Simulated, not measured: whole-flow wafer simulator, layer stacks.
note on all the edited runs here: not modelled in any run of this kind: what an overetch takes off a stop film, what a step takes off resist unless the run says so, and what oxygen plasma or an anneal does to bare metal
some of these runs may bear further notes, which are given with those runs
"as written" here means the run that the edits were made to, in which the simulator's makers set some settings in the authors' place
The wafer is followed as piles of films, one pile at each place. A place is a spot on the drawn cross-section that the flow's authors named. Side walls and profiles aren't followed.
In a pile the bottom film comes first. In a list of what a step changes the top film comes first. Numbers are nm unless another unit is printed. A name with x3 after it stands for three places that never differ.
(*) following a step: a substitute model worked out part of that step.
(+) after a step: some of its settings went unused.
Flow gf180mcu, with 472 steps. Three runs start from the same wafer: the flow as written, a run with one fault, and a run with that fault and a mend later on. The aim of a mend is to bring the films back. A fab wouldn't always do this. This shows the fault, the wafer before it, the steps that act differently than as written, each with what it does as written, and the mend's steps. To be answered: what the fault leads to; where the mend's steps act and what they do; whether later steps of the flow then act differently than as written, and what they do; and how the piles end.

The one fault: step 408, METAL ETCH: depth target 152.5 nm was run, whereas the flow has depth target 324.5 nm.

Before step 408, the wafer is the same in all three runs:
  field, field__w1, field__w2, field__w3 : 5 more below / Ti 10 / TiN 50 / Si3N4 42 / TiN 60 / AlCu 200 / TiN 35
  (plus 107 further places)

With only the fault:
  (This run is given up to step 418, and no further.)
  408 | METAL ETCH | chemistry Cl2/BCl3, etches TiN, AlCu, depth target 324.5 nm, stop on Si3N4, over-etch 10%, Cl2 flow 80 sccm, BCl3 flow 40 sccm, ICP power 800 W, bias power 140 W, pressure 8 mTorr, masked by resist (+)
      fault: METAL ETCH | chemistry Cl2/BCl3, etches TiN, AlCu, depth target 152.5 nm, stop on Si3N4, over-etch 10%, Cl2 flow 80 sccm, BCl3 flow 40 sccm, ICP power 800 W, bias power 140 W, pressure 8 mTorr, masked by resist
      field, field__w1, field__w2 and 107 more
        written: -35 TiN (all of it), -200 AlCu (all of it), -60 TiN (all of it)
        fault: -35 TiN (all of it), -117.5 AlCu
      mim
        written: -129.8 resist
        fault: -61 resist
  Steps later in the flow that act otherwise than as written:
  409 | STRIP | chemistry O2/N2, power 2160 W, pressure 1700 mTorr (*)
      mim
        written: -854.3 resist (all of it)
        fault: -923.1 resist (all of it)
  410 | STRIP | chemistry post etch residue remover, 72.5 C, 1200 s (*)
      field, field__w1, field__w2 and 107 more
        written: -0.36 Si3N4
        fault: -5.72 AlCu
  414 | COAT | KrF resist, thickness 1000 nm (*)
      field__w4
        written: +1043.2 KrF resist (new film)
        fault: +1021.3 KrF resist (new film)
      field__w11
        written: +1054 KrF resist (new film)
        fault: +1026.4 KrF resist (new film)
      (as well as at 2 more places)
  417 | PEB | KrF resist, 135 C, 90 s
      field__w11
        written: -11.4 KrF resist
        fault: -10.8 KrF resist
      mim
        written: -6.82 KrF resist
        fault: -8.51 KrF resist
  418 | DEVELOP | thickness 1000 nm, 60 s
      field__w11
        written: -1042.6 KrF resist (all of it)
        fault: -1015.6 KrF resist (all of it)
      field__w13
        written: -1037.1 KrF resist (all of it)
        fault: -1012.8 KrF resist (all of it)
  The piles after step 418 differ from the flow's at field, field__w1, field__w2 and 109 more by more than 2% or 0.5 nm, whichever is larger.
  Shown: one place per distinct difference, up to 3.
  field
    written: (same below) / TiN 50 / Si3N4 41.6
    fault: (same below) / TiN 50 / Si3N4 42 / TiN 60 / AlCu 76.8
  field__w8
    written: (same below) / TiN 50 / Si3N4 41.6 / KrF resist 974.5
    fault: (same below) / TiN 50 / Si3N4 42 / TiN 60 / AlCu 76.8 / KrF resist 974.5
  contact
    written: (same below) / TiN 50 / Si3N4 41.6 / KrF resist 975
    fault: (same below) / TiN 50 / Si3N4 42 / TiN 60 / AlCu 76.8 / KrF resist 974.8

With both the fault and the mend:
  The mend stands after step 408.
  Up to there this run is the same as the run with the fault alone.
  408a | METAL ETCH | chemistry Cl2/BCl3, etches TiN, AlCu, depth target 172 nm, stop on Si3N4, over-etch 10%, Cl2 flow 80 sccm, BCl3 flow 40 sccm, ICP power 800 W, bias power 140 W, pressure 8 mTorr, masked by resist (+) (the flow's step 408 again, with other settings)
      field, field__w1, field__w2 and 107 more
        -82.5 AlCu (all of it), -60 TiN (all of it)
      mim
        -62.7 resist
  Every later step of the flow that is run acts as written, at every place that is followed, to within 2% or 0.5 nm, whichever is larger.
  At every place that both follow, the piles at the end match the flow's.
